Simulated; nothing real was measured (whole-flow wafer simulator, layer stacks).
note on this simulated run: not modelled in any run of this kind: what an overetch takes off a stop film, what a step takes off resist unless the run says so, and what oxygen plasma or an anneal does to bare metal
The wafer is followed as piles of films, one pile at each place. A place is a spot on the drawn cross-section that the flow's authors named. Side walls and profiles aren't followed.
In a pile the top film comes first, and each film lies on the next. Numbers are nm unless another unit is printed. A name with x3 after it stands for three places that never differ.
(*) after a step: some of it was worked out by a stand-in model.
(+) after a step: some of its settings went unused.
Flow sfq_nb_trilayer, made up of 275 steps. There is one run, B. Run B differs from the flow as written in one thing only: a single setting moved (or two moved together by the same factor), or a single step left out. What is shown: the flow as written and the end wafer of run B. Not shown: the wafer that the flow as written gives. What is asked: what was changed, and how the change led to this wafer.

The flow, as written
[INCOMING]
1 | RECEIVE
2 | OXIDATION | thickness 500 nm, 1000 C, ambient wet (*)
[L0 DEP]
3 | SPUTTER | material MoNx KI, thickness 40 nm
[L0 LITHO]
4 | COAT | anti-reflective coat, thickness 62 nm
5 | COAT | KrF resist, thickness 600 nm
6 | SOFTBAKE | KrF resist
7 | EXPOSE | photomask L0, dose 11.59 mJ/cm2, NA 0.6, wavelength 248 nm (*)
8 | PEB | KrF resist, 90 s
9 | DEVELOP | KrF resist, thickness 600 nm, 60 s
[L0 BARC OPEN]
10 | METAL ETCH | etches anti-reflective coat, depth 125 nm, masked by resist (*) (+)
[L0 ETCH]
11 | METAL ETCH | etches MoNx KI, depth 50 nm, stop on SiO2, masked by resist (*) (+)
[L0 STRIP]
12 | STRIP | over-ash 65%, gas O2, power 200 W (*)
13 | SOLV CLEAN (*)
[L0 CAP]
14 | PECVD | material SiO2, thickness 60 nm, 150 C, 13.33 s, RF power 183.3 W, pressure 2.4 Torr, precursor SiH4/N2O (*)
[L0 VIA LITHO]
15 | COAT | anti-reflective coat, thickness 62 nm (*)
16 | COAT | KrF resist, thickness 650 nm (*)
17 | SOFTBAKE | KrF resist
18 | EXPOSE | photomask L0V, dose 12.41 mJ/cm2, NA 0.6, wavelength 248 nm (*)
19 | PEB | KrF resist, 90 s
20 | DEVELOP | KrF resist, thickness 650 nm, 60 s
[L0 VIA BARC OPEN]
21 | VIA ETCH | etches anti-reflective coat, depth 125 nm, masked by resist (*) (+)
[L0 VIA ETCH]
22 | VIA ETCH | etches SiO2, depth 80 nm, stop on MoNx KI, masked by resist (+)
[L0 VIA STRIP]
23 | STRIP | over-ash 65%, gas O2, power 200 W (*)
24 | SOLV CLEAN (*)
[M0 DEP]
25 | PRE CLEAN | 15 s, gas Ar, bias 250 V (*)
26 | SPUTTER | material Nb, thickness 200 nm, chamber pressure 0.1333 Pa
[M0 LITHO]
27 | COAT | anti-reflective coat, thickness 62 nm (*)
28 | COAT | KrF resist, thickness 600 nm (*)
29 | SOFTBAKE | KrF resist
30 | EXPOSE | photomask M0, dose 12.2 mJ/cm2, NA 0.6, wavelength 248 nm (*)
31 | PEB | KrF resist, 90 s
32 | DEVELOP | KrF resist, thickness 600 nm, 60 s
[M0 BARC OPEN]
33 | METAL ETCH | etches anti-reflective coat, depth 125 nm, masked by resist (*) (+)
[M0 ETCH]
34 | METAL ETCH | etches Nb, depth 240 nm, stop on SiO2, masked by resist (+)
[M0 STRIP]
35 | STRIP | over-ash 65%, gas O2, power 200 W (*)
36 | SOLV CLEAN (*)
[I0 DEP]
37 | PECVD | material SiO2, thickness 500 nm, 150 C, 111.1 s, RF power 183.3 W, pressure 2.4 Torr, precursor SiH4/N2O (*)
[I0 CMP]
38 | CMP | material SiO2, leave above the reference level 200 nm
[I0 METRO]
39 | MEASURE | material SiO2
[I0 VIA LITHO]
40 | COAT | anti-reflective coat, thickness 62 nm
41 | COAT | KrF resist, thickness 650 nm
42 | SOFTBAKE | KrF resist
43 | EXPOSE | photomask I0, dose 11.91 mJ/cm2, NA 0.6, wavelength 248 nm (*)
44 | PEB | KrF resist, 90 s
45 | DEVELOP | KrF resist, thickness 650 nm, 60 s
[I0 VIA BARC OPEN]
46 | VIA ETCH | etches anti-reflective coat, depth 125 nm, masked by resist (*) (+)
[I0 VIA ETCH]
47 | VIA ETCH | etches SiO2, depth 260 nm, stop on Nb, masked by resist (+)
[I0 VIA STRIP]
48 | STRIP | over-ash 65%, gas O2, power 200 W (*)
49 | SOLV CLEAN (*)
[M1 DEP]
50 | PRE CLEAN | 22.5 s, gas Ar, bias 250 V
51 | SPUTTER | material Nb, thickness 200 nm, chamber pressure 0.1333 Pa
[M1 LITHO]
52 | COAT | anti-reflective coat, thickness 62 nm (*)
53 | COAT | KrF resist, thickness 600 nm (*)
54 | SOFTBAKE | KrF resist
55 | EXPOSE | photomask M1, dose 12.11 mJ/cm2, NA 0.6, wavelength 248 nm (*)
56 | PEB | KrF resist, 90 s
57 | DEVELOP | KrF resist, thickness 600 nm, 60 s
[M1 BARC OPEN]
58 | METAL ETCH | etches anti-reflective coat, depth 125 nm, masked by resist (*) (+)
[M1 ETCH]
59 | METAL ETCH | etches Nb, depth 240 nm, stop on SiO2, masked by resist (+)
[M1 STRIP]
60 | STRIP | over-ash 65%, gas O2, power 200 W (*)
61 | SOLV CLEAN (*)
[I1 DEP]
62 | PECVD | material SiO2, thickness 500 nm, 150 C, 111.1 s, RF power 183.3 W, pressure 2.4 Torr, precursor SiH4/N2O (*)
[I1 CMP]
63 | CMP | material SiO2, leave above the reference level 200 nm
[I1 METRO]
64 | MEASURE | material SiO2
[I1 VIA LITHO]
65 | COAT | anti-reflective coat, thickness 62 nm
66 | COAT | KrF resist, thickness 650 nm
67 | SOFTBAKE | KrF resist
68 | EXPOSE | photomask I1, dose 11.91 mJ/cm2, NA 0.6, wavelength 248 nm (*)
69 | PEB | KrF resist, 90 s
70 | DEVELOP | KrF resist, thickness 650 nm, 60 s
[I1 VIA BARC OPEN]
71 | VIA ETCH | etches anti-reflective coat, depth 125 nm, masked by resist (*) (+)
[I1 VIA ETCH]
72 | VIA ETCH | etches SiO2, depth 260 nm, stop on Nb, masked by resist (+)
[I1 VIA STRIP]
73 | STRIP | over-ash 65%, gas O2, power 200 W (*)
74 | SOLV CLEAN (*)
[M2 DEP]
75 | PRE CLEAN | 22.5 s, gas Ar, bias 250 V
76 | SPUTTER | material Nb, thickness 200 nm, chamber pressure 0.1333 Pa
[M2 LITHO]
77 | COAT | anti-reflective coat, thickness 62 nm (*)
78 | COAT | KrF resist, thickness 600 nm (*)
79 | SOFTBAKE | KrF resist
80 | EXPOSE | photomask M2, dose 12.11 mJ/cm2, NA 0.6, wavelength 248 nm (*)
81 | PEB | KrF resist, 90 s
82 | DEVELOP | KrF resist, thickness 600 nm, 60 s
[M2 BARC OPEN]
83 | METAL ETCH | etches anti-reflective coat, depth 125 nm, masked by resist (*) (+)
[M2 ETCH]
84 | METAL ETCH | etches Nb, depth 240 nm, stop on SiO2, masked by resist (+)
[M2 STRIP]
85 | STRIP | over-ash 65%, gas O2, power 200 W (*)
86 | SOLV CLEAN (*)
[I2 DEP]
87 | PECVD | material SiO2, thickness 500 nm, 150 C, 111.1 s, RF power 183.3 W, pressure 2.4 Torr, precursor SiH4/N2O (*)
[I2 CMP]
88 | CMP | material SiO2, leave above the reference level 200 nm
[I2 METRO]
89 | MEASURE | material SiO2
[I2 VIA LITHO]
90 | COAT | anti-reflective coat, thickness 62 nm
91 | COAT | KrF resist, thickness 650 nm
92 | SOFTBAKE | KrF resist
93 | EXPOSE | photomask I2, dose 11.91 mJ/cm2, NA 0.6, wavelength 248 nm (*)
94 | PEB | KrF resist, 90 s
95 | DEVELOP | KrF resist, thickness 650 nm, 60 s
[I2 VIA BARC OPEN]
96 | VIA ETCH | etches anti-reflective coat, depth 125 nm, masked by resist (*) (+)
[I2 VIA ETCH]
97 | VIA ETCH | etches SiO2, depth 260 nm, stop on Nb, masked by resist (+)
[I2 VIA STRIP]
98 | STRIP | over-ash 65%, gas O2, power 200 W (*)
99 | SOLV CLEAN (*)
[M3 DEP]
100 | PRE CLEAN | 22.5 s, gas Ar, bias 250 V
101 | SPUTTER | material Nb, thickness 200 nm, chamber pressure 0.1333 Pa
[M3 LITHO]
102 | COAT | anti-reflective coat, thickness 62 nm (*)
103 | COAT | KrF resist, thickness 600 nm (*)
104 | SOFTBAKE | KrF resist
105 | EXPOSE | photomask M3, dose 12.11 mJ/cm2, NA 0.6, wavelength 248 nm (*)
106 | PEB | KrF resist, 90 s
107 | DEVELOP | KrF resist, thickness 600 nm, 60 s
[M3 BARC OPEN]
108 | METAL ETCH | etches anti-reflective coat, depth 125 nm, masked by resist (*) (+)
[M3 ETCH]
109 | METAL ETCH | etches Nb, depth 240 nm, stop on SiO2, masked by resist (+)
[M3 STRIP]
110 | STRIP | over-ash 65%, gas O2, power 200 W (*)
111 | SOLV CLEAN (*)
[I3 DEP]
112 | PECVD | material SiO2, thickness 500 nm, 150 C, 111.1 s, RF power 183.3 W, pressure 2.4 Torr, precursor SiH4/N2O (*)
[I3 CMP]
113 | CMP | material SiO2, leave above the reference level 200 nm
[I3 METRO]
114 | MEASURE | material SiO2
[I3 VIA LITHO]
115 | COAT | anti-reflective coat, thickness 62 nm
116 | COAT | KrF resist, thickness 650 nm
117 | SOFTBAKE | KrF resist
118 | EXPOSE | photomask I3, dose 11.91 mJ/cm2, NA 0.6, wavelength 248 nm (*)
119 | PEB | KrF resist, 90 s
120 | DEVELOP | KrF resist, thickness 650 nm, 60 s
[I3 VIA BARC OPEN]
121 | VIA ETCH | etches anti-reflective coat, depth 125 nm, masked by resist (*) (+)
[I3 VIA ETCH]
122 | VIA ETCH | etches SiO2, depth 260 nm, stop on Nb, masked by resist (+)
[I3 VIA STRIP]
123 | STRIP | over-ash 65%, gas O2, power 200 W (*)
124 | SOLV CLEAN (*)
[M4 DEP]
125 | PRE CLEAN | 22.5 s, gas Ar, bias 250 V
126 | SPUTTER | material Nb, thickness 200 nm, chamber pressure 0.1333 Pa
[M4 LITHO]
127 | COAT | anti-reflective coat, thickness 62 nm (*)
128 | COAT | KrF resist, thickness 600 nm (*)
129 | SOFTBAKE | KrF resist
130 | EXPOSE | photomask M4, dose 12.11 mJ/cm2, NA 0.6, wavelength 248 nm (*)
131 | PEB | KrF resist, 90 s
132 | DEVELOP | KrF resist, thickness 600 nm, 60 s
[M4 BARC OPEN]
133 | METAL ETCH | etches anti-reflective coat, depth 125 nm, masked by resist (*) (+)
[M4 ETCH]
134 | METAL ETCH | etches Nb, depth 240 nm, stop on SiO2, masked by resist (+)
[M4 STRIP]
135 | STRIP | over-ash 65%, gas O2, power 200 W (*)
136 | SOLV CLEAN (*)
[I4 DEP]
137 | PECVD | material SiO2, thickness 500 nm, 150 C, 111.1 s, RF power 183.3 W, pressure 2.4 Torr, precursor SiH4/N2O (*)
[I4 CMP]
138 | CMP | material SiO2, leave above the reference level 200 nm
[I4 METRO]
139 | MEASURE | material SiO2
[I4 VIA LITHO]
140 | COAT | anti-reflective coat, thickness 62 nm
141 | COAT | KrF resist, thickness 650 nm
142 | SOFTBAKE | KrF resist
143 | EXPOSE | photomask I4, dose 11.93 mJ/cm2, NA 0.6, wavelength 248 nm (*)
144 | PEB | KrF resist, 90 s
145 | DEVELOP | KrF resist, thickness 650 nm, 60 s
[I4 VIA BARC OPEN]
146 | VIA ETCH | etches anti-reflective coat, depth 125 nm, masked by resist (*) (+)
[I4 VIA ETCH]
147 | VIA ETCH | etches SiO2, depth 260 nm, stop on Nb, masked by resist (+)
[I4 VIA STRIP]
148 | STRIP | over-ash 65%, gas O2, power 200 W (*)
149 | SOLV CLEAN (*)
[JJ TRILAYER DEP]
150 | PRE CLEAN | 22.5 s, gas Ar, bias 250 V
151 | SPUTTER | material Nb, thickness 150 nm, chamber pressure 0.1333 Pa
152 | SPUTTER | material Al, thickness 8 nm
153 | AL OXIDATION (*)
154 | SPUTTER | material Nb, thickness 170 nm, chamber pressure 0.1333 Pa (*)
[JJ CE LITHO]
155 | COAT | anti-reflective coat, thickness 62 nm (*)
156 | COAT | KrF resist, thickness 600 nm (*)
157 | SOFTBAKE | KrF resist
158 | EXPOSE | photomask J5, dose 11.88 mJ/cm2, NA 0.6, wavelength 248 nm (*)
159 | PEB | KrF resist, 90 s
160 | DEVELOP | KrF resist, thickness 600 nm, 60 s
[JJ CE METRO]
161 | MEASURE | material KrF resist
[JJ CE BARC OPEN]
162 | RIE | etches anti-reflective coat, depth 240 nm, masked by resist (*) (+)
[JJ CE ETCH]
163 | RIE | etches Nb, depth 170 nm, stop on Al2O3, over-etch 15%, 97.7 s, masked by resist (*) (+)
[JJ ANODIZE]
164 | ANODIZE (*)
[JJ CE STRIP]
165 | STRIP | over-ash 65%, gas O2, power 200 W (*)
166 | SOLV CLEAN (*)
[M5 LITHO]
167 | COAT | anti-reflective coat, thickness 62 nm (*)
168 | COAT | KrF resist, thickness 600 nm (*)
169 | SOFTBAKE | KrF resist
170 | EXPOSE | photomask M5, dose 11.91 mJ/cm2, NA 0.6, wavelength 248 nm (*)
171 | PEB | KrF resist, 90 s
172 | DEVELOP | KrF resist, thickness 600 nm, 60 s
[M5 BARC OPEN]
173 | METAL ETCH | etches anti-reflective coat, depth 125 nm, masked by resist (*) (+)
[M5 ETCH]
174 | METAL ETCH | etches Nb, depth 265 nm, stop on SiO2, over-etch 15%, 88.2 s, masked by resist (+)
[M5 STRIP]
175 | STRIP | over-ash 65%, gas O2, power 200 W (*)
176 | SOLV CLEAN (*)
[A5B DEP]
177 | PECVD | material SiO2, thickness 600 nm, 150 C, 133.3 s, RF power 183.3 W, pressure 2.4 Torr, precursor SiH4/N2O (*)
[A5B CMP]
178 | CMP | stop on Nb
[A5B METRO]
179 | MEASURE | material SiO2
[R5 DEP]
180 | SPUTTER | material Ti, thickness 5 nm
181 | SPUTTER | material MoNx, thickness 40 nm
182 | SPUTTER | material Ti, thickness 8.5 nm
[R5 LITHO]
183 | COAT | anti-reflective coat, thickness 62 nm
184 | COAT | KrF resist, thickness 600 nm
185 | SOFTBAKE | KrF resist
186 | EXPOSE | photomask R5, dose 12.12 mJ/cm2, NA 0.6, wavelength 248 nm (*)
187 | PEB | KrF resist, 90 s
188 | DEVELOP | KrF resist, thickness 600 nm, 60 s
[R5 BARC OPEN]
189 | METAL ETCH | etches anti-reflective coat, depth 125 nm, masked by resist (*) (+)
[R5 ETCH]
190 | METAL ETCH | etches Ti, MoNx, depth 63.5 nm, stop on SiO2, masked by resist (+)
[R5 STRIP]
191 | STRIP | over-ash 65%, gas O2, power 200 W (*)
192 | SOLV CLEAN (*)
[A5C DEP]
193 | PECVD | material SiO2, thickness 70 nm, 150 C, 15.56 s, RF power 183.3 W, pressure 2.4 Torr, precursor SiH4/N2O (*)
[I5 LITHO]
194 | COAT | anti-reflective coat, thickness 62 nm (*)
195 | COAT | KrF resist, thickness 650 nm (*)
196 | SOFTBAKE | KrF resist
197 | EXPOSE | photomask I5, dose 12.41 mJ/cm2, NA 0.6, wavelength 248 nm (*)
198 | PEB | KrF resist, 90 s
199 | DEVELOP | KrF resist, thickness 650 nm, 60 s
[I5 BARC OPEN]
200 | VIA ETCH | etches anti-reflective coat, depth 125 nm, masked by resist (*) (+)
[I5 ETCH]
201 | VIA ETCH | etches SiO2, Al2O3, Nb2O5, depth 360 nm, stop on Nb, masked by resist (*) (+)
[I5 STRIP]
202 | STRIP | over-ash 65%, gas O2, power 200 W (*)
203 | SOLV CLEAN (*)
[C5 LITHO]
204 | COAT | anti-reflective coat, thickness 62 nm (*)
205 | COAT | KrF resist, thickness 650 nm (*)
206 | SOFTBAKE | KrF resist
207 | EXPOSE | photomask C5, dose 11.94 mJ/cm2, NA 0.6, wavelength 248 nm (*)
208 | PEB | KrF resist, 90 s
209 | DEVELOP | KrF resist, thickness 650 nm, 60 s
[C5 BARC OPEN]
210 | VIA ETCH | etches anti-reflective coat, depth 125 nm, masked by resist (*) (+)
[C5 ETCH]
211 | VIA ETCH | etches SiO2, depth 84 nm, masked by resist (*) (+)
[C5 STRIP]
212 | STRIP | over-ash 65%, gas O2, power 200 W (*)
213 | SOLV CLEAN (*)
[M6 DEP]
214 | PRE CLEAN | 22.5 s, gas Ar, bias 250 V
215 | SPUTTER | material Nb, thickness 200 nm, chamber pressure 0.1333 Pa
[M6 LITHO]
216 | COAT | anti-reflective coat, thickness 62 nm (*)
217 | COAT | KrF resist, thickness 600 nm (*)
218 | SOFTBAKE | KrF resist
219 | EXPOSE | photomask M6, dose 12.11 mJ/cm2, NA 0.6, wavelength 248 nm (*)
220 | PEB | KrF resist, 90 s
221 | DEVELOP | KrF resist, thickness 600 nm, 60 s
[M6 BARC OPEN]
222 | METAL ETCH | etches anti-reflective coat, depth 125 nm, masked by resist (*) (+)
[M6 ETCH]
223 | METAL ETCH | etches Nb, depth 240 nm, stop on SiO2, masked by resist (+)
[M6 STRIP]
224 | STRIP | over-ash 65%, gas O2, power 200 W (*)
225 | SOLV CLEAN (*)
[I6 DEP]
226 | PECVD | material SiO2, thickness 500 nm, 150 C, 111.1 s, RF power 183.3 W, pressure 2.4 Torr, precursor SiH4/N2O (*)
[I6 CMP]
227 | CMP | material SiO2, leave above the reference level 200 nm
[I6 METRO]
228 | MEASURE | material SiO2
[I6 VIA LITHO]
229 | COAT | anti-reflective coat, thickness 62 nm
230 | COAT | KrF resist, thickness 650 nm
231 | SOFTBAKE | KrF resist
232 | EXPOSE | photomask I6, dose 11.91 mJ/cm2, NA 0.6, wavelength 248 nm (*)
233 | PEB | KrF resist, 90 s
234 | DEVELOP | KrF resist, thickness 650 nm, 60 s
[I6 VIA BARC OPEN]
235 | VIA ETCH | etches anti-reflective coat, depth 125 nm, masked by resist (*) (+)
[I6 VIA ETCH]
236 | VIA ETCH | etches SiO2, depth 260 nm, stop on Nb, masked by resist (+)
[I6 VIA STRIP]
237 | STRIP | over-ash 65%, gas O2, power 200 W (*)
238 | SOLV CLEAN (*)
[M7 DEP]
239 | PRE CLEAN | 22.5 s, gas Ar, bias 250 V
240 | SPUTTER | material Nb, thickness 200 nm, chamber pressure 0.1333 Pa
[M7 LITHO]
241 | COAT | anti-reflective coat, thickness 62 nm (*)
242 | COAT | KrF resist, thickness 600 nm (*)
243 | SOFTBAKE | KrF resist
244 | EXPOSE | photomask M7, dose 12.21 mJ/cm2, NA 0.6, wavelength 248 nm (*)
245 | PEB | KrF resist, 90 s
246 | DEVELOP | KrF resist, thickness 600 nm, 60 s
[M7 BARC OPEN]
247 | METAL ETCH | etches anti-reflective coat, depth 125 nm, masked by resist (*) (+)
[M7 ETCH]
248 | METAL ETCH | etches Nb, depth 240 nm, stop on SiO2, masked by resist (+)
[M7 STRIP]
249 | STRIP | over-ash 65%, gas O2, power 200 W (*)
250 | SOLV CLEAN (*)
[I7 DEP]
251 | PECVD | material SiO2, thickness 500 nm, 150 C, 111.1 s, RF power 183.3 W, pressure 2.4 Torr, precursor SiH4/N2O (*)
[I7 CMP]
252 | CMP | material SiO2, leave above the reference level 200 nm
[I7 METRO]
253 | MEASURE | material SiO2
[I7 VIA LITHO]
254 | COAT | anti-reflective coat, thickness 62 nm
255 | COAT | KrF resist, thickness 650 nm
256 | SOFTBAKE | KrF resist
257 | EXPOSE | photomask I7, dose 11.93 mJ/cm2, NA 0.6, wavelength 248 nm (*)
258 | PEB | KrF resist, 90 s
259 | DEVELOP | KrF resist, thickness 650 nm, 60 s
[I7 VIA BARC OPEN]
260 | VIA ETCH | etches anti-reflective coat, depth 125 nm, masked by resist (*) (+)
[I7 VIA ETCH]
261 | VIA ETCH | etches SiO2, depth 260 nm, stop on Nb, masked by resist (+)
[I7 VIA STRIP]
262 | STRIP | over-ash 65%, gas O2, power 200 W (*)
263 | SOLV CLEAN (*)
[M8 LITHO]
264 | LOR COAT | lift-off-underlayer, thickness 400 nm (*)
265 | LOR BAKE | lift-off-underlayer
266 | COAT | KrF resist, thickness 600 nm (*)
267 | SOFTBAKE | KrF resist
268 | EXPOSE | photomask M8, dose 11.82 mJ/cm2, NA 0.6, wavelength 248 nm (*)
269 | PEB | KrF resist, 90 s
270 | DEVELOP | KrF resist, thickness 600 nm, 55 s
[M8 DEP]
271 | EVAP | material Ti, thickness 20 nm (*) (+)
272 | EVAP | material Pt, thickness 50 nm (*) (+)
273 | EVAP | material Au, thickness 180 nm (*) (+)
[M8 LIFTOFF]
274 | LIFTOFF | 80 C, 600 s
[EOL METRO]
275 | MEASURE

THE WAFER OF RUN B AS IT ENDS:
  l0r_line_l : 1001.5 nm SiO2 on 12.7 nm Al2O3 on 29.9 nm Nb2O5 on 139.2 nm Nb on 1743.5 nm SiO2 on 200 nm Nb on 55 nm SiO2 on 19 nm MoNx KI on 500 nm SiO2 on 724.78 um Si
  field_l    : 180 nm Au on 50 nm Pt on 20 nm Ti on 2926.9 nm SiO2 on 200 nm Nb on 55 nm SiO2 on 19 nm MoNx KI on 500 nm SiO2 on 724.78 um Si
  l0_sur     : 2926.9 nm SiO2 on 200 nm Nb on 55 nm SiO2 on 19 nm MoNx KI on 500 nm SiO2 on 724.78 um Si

The reason: step 3, SPUTTER: thickness 19 nm was run, whereas the flow has thickness 40 nm.
One can read it off the wafer: l0r_line_l has MoNx KI 19, and step 3 as written asks for 40 nm.

The path from the change to this, step by step:
  3 | SPUTTER | material MoNx KI, thickness 40 nm
      field_l, v_sur, via_wl and 103 more: +19 MoNx KI (new film) (as written it would have been: +40 MoNx KI (new film))
  11 | METAL ETCH | etches MoNx KI, depth 50 nm, stop on SiO2, masked by resist (*) (+)
      v_sur, via_wl, via_w and 97 more: -19 MoNx KI (all of it) (as written it would have been: -40 MoNx KI (all of it))
      field_l, l0_sur, l0v, l0r_line_l, l0r_line_c, l0r_line_r: -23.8 KrF resist (as written it would have been: -41.7 KrF resist)
  12 | STRIP | over-ash 65%, gas O2, power 200 W (*)
      field_l, l0_sur, l0v, l0r_line_l, l0r_line_c, l0r_line_r: -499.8 KrF resist (all of it), -62 anti-reflective coat (all of it) (as written it would have been: -481.9 KrF resist (all of it), -62 anti-reflective coat (all of it))
  15 | COAT | anti-reflective coat, thickness 62 nm (*)
      l0r_line_l, l0r_line_c, l0r_line_r: +60.4 anti-reflective coat (new film) (as written it would have been: +59 anti-reflective coat (new film))
      field_l: +59.2 anti-reflective coat (new film) (as written it would have been: +56.7 anti-reflective coat (new film))
      (as well as at 4 more places)
  23 | STRIP | over-ash 65%, gas O2, power 200 W (*)
      l0r_line_c, l0r_line_r: -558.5 KrF resist (all of it), -60.4 anti-reflective coat (all of it) (as written it would have been: -557 KrF resist (all of it), -59 anti-reflective coat (all of it))
      field_l: -555.9 KrF resist (all of it), -59.2 anti-reflective coat (all of it) (as written it would have been: -551.4 KrF resist (all of it), -56.7 anti-reflective coat (all of it))
      (as well as at 5 more places)
  27 | COAT | anti-reflective coat, thickness 62 nm (*)
      l0r_line_l, l0r_line_c: +60.4 anti-reflective coat (new film) (as written it would have been: +59 anti-reflective coat (new film))
      field_l: +59.4 anti-reflective coat (new film) (as written it would have been: +56.9 anti-reflective coat (new film))
      (as well as at 6 more places)
  35 | STRIP | over-ash 65%, gas O2, power 200 W (*)
      l0r_line_l, l0r_line_c: -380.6 KrF resist (all of it), -60.4 anti-reflective coat (all of it) (as written it would have been: -378.6 KrF resist (all of it), -59 anti-reflective coat (all of it))
      field_l: -377.9 KrF resist (all of it), -59.4 anti-reflective coat (all of it) (as written it would have been: -372.9 KrF resist (all of it), -56.9 anti-reflective coat (all of it))
      (as well as at 6 more places)
  38 | CMP | material SiO2, leave above the reference level 200 nm
      field_l, l0_sur, l0r_line_l, l0r_line_c, l0r_line_r: -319 SiO2 (as written it would have been: -340 SiO2)
      l0v: -256.8 SiO2 (as written it would have been: -277.8 SiO2)
